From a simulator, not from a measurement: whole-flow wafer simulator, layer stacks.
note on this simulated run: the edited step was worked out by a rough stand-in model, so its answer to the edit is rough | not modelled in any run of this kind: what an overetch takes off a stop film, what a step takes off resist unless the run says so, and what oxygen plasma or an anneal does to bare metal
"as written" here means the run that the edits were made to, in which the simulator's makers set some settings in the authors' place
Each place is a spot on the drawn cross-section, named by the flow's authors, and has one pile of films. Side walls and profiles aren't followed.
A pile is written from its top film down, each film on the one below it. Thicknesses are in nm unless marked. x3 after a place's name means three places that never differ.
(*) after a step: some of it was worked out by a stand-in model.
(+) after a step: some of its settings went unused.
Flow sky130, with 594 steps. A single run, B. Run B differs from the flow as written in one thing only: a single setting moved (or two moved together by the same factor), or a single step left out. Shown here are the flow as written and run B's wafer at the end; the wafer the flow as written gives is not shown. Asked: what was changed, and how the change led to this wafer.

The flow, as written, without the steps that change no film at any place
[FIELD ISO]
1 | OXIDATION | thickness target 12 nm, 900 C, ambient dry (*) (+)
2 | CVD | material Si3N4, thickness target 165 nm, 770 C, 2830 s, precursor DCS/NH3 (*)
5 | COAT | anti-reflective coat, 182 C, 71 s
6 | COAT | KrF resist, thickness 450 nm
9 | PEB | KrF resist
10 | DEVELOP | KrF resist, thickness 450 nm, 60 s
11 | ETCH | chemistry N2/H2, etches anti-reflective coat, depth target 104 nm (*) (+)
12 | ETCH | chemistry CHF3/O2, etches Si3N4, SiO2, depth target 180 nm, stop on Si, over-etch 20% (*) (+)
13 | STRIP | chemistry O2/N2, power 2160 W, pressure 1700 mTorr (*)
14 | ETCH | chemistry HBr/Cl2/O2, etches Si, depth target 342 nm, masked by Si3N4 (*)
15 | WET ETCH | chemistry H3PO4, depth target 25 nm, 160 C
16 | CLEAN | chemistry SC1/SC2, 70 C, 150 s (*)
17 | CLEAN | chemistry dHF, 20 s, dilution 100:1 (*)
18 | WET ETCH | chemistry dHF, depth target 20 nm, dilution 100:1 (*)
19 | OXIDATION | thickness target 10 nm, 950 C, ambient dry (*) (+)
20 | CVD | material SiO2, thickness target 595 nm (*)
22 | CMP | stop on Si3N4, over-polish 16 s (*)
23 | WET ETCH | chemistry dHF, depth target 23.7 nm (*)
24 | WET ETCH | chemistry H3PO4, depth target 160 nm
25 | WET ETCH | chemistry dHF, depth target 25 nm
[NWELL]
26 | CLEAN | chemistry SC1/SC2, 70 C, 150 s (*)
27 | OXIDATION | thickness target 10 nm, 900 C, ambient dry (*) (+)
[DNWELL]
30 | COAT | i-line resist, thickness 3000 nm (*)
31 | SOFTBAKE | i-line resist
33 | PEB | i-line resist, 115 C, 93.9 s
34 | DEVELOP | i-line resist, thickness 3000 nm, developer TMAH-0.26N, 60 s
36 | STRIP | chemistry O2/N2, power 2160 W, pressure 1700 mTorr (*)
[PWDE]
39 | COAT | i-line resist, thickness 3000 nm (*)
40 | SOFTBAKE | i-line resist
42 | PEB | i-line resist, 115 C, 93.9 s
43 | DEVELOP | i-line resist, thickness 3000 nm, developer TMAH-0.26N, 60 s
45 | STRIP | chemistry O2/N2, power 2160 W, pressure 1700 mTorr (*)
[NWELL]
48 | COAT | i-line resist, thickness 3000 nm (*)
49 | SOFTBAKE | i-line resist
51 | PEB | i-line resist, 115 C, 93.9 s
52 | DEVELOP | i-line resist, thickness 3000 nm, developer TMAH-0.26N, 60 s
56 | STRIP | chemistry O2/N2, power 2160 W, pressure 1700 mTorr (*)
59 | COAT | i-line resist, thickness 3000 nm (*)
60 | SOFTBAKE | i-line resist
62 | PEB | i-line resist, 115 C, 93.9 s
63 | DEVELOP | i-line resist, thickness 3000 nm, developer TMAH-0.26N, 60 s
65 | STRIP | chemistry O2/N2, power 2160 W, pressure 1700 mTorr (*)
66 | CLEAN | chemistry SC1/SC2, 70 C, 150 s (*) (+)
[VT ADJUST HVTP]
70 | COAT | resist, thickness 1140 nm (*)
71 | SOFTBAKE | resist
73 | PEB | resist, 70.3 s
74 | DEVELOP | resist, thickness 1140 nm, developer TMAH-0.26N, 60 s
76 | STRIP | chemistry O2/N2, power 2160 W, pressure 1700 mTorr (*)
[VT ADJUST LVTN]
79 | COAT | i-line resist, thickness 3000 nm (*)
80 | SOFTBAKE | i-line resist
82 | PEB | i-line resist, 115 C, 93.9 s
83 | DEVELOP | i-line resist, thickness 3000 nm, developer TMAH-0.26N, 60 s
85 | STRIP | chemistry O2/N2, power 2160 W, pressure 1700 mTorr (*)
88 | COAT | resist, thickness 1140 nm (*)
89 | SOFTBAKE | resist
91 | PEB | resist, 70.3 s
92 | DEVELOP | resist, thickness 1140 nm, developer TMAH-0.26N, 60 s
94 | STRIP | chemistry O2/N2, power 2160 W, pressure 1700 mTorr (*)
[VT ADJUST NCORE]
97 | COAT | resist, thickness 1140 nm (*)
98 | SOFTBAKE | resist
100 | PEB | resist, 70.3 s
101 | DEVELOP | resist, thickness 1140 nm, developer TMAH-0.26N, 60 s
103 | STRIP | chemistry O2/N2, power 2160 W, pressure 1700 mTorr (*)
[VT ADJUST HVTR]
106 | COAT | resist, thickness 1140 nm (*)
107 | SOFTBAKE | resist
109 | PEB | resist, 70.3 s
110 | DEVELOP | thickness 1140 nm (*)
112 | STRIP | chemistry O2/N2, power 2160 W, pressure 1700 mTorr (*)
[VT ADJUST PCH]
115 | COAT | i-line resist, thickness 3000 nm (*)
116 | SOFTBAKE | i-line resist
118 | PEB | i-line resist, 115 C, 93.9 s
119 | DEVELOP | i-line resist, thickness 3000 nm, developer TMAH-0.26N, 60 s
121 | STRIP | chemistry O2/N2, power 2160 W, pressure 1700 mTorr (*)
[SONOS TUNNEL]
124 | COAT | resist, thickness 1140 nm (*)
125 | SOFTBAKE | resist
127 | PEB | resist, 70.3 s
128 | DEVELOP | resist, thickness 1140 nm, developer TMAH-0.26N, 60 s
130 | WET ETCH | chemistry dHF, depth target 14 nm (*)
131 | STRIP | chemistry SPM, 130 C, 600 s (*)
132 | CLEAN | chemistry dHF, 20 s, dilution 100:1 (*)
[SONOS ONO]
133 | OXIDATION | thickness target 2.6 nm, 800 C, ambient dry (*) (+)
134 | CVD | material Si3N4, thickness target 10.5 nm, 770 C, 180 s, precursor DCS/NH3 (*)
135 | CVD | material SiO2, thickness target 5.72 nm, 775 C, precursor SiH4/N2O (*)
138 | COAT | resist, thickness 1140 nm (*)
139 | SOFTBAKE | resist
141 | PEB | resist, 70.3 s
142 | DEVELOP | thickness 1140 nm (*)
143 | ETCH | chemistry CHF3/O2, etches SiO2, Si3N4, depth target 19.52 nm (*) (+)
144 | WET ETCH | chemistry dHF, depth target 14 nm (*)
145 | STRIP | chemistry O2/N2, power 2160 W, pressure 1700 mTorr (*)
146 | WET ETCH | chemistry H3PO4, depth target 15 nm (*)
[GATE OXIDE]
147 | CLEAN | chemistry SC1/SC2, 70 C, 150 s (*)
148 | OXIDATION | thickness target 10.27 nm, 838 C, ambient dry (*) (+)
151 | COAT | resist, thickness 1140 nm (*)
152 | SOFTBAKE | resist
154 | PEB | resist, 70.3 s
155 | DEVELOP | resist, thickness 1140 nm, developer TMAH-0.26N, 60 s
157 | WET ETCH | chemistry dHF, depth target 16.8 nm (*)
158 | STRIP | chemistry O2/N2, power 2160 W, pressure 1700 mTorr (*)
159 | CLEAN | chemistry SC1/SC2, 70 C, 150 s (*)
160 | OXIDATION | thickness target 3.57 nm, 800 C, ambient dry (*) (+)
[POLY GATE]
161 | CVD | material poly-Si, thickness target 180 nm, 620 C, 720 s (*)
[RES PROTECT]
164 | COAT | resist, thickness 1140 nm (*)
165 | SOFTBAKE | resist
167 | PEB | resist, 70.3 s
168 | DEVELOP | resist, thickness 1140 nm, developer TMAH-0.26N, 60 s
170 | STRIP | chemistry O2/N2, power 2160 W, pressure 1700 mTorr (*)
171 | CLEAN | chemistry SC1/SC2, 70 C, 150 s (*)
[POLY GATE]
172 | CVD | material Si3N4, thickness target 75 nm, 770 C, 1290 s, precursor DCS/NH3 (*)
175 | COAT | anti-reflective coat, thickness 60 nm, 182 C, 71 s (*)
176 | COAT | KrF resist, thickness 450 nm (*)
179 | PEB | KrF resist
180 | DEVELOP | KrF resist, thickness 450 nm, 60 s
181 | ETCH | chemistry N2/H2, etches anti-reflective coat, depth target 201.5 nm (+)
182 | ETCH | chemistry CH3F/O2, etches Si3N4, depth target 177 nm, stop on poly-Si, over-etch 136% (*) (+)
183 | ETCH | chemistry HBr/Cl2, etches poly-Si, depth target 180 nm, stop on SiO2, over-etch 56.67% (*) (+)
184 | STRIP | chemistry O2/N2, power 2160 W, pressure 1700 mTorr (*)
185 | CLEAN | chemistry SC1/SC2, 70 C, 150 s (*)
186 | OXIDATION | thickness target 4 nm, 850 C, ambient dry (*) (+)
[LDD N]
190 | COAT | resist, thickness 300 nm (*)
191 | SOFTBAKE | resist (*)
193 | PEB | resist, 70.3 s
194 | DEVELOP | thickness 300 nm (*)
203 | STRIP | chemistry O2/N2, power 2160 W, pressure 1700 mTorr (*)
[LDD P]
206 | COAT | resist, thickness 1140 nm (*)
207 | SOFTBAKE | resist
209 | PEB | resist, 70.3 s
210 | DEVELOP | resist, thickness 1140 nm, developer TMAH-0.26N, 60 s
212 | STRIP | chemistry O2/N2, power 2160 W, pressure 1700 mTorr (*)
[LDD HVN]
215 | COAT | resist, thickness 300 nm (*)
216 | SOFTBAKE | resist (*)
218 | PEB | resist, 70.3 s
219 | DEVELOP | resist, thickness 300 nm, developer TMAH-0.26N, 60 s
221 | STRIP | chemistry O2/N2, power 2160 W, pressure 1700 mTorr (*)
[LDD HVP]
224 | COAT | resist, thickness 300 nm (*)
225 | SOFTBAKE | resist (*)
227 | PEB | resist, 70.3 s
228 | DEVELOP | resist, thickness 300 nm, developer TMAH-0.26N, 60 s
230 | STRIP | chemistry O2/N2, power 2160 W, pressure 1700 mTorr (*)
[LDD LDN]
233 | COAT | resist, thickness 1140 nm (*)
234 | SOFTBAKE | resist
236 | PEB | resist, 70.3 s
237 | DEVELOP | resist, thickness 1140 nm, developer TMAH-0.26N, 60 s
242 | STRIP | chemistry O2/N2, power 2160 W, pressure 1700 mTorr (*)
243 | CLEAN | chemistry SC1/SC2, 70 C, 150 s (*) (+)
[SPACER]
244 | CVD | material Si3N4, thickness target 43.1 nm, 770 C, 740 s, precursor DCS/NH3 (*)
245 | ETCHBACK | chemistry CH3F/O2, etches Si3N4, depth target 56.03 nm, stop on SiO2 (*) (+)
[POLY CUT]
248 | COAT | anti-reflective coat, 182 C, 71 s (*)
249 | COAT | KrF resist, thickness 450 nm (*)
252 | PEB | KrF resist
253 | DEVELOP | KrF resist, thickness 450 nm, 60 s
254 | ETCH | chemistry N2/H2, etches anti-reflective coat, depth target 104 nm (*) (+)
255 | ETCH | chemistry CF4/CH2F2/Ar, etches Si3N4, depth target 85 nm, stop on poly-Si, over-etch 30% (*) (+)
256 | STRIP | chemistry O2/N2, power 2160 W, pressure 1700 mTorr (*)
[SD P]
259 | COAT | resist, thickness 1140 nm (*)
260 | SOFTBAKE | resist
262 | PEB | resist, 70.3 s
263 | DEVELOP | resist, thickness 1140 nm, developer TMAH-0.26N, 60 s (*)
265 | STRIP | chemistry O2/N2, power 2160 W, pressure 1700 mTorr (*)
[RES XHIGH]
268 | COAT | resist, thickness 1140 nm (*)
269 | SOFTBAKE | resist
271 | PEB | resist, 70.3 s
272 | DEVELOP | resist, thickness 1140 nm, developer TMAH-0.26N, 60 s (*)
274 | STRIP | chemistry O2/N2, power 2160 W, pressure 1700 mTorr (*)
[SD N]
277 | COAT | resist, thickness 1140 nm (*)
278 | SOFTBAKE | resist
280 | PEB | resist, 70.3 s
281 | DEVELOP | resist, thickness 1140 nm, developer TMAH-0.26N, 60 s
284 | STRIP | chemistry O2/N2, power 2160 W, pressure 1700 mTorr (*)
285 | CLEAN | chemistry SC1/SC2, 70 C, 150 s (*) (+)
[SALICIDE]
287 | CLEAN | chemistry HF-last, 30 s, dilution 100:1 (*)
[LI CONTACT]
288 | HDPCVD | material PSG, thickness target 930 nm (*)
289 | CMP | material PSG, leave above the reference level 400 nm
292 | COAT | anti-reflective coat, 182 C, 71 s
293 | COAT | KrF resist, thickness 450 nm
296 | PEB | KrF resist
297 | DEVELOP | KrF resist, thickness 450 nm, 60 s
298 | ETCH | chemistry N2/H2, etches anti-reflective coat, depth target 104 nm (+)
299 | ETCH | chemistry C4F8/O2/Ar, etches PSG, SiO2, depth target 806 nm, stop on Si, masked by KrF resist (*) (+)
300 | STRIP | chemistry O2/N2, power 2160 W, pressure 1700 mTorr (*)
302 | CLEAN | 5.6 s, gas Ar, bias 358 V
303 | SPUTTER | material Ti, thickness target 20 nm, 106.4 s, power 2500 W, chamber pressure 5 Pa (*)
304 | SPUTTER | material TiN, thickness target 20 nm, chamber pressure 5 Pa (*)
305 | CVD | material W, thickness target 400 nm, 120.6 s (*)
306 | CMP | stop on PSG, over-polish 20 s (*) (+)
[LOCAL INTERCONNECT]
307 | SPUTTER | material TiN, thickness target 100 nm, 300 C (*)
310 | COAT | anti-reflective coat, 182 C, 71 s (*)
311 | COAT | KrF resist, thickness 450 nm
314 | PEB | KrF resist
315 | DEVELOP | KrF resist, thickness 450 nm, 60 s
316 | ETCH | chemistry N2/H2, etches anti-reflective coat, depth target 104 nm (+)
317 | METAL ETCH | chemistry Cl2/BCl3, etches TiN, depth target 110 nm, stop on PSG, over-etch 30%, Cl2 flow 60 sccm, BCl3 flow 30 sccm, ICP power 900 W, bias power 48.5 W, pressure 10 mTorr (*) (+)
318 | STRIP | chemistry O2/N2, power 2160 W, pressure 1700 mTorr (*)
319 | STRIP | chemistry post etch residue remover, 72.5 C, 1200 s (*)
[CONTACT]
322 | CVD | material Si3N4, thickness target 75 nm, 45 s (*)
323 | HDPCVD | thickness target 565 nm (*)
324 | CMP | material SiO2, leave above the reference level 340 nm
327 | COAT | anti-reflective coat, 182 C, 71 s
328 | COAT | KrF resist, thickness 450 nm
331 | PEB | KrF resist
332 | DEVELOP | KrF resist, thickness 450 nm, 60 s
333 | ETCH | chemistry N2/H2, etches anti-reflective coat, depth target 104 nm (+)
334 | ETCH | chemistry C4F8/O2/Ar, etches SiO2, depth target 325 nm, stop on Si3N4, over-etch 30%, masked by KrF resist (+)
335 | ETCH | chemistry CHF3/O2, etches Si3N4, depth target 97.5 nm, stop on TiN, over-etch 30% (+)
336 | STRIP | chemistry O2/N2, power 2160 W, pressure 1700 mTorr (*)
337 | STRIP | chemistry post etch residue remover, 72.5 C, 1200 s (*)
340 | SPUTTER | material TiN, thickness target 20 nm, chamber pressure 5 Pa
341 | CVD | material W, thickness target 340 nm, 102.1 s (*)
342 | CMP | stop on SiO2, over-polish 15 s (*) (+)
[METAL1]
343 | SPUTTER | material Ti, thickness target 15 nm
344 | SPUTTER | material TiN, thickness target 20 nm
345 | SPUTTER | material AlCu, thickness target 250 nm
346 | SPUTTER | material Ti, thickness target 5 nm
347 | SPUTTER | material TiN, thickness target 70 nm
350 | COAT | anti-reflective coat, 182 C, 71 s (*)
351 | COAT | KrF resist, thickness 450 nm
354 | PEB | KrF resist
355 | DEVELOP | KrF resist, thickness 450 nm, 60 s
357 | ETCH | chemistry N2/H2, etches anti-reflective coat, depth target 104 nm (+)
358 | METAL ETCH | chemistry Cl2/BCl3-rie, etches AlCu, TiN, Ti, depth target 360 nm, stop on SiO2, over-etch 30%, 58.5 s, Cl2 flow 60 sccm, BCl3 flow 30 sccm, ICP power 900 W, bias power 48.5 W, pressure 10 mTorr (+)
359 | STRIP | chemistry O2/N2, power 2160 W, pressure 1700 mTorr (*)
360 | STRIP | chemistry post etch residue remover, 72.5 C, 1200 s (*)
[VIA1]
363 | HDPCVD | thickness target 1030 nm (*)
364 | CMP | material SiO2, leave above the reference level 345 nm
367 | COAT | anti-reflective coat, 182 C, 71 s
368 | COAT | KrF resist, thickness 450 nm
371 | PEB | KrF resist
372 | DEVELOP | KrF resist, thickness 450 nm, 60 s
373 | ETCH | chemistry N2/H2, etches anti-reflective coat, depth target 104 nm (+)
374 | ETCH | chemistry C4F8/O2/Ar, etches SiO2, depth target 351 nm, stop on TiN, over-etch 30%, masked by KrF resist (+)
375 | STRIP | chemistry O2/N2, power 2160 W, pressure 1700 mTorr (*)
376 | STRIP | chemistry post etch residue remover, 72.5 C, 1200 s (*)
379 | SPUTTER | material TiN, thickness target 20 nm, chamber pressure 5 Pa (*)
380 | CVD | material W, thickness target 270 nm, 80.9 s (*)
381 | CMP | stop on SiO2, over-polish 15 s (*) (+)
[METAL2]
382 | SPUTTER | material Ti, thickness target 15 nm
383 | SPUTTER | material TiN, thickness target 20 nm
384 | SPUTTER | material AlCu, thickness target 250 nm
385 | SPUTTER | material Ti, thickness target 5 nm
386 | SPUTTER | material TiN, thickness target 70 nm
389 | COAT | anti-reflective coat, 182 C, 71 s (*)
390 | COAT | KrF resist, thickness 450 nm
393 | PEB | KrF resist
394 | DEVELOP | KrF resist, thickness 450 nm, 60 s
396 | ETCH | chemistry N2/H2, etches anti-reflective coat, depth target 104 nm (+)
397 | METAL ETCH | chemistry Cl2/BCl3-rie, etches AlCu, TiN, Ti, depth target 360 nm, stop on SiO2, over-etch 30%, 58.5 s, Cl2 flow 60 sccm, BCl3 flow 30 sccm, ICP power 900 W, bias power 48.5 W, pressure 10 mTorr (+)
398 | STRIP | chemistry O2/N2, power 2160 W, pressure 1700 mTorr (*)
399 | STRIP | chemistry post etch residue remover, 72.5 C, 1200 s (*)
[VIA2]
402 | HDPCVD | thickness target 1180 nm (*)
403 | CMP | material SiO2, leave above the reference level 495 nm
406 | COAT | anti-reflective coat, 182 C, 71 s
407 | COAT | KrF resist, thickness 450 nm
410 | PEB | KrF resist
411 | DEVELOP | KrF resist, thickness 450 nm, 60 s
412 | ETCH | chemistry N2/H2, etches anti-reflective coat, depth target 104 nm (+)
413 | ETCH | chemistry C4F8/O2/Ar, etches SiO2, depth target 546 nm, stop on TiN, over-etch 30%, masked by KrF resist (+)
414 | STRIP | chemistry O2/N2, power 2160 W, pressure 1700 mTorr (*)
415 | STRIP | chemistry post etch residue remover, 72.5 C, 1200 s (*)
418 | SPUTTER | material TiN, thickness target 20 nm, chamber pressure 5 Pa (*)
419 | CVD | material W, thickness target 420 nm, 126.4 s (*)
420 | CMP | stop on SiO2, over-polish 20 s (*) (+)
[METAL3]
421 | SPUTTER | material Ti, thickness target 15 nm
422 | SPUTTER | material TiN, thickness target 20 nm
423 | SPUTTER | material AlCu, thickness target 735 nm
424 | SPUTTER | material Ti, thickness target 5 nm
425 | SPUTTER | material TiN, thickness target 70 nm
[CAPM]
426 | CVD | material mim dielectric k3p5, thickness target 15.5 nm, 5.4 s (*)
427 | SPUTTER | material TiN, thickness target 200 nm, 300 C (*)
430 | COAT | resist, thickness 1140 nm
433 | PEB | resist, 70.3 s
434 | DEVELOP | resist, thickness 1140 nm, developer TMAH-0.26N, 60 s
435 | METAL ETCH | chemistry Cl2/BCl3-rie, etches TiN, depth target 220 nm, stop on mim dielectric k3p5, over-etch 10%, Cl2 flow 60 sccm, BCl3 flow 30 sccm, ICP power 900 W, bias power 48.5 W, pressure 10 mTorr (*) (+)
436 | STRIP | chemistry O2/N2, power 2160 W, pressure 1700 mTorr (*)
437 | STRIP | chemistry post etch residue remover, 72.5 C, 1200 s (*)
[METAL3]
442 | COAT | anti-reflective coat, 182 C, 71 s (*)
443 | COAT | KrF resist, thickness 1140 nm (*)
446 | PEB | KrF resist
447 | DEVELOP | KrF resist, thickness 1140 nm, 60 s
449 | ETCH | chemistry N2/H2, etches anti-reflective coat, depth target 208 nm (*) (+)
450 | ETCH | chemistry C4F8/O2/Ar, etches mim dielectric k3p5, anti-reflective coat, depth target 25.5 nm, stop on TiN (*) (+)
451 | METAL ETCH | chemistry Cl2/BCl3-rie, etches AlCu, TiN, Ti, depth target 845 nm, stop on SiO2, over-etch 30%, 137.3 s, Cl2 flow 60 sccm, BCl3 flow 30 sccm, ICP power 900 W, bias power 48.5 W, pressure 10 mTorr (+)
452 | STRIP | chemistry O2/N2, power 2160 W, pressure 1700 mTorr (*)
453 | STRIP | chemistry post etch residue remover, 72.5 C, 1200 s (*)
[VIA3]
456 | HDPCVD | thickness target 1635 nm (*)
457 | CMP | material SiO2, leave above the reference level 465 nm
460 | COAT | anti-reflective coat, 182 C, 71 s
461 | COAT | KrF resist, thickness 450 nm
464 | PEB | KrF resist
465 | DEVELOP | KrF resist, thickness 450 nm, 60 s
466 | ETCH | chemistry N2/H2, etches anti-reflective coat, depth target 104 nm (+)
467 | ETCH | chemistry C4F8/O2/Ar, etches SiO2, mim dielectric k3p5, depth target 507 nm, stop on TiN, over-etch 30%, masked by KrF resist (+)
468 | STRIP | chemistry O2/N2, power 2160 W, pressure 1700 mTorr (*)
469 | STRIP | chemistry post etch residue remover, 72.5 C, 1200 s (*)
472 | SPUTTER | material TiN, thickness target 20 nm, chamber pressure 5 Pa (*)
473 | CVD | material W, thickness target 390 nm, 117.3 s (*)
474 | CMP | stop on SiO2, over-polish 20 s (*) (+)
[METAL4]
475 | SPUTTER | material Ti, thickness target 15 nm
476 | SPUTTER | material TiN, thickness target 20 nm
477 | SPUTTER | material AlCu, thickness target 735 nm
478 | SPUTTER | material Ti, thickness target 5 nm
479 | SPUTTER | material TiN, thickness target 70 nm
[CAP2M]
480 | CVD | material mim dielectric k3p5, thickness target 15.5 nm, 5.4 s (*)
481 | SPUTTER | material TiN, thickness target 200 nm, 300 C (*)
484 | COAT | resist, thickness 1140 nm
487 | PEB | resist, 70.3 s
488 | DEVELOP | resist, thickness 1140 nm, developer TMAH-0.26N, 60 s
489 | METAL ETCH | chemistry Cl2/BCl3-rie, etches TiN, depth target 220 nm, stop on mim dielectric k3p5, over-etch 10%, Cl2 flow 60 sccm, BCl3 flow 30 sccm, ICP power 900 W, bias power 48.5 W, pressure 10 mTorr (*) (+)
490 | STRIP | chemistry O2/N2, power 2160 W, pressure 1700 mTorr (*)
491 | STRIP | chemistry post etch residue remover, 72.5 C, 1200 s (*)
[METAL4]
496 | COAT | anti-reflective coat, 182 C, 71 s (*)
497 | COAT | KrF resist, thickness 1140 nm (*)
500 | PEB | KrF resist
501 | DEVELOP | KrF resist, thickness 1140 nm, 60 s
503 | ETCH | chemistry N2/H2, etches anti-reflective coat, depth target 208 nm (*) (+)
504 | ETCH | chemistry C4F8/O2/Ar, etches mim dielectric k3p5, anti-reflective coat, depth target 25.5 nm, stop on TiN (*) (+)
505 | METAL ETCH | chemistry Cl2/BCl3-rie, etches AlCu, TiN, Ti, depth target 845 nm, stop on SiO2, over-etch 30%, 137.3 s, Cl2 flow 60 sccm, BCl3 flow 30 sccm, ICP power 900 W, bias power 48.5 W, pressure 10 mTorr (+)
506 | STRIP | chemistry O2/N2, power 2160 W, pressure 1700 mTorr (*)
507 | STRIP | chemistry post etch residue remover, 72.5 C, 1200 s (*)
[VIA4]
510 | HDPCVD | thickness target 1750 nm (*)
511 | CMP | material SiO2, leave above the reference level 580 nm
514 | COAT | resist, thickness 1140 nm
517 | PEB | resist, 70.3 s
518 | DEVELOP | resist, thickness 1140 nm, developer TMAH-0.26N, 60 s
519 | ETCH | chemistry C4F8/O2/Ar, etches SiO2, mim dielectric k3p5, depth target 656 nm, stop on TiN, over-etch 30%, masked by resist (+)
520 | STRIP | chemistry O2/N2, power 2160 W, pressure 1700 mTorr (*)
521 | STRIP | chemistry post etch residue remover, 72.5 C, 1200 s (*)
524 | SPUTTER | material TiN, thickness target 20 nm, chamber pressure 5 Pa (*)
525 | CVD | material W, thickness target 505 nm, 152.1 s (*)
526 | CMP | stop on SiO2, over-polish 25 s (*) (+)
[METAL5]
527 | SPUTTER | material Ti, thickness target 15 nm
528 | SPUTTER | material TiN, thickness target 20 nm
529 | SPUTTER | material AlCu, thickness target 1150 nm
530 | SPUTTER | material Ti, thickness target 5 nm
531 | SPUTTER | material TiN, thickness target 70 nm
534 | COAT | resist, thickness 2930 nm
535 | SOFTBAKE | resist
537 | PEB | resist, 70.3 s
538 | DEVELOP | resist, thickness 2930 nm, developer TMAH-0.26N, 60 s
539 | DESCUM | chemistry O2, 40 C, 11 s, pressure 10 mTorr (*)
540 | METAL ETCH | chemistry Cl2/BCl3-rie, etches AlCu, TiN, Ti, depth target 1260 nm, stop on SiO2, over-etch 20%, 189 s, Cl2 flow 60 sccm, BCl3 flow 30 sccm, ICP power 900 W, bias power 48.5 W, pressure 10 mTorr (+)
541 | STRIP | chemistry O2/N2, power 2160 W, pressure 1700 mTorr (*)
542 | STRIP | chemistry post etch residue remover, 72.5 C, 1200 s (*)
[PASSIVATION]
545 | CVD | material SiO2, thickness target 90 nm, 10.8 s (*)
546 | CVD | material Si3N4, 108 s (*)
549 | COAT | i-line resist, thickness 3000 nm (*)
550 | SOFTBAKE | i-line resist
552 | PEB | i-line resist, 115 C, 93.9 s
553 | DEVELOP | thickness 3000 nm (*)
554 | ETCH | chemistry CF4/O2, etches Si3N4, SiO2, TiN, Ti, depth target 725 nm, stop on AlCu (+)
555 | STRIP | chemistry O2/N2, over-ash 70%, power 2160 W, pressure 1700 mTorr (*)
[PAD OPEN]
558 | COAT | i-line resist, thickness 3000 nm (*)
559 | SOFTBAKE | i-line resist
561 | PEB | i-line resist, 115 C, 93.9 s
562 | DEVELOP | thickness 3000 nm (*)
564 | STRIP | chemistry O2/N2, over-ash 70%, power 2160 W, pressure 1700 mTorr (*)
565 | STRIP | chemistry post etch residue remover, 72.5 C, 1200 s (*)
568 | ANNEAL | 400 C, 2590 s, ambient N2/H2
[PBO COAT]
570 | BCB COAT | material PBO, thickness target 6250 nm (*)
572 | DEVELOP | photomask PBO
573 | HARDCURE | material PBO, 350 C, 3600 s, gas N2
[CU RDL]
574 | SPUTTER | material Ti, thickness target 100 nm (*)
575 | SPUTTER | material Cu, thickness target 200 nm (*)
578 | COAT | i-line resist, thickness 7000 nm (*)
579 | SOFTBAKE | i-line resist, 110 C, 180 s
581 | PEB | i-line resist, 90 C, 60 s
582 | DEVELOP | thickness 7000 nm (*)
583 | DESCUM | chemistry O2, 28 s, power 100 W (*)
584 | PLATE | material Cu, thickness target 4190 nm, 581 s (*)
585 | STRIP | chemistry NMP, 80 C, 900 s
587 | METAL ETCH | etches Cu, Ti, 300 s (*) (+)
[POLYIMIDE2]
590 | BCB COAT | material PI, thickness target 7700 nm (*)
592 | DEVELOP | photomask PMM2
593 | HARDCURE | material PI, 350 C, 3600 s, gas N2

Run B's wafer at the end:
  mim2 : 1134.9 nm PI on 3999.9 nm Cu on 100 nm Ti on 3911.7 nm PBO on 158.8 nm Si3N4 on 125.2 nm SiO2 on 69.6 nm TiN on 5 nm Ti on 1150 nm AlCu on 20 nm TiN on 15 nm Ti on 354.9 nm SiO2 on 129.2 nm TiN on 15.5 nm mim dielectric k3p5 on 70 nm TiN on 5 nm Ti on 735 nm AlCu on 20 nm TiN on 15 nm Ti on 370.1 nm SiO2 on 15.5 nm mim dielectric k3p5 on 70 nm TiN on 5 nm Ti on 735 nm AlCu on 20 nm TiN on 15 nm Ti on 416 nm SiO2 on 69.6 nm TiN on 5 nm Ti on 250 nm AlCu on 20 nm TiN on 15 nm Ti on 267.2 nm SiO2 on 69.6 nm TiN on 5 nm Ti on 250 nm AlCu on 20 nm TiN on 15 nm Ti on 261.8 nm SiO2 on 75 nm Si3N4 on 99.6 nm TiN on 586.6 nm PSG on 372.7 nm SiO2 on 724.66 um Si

The reason: step 481, SPUTTER: thickness target 130 nm was run, while the flow as written has thickness target 200 nm.

The path from the change to this, step by step:
  481 | SPUTTER | material TiN, thickness target 200 nm, 300 C (*)
      field, active, n_well and 189 more: +130 TiN (new film) (as written it would have been: +200 TiN (new film))
  489 | METAL ETCH | chemistry Cl2/BCl3-rie, etches TiN, depth target 220 nm, stop on mim dielectric k3p5, over-etch 10%, Cl2 flow 60 sccm, BCl3 flow 30 sccm, ICP power 900 W, bias power 48.5 W, pressure 10 mTorr (*) (+)
      field, active, n_well and 188 more: -130 TiN (all of it) (as written it would have been: -200 TiN (all of it))
      mim2: -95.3 resist (as written it would have been: -146.7 resist)
  490 | STRIP | chemistry O2/N2, power 2160 W, pressure 1700 mTorr (*)
      mim2: -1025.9 resist (all of it) (as written it would have been: -974.6 resist (all of it))
  496 | COAT | anti-reflective coat, 182 C, 71 s (*)
      iso_guard__w2: +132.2 anti-reflective coat (new film) (as written it would have been: +177.8 anti-reflective coat (new film))
      mim2: +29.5 anti-reflective coat (new film) (as written it would have been: +40.3 anti-reflective coat (new film))
  497 | COAT | KrF resist, thickness 1140 nm (*)
      iso_guard__w2: +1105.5 KrF resist (new film) (as written it would have been: +1074.8 KrF resist (new film))
      mim2: +1081.4 KrF resist (new film) (as written it would have been: +1018.9 KrF resist (new film))
  506 | STRIP | chemistry O2/N2, power 2160 W, pressure 1700 mTorr (*)
      iso_guard__w2: -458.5 KrF resist (all of it), -132.2 anti-reflective coat (all of it) (as written it would have been: -427.9 KrF resist (all of it), -177.8 anti-reflective coat (all of it))
      mim2: -434.4 KrF resist (all of it), -29.5 anti-reflective coat (all of it) (as written it would have been: -372.1 KrF resist (all of it), -40.3 anti-reflective coat (all of it))
  511 | CMP | material SiO2, leave above the reference level 580 nm
      mim2: -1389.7 SiO2 (as written it would have been: -1459.7 SiO2)
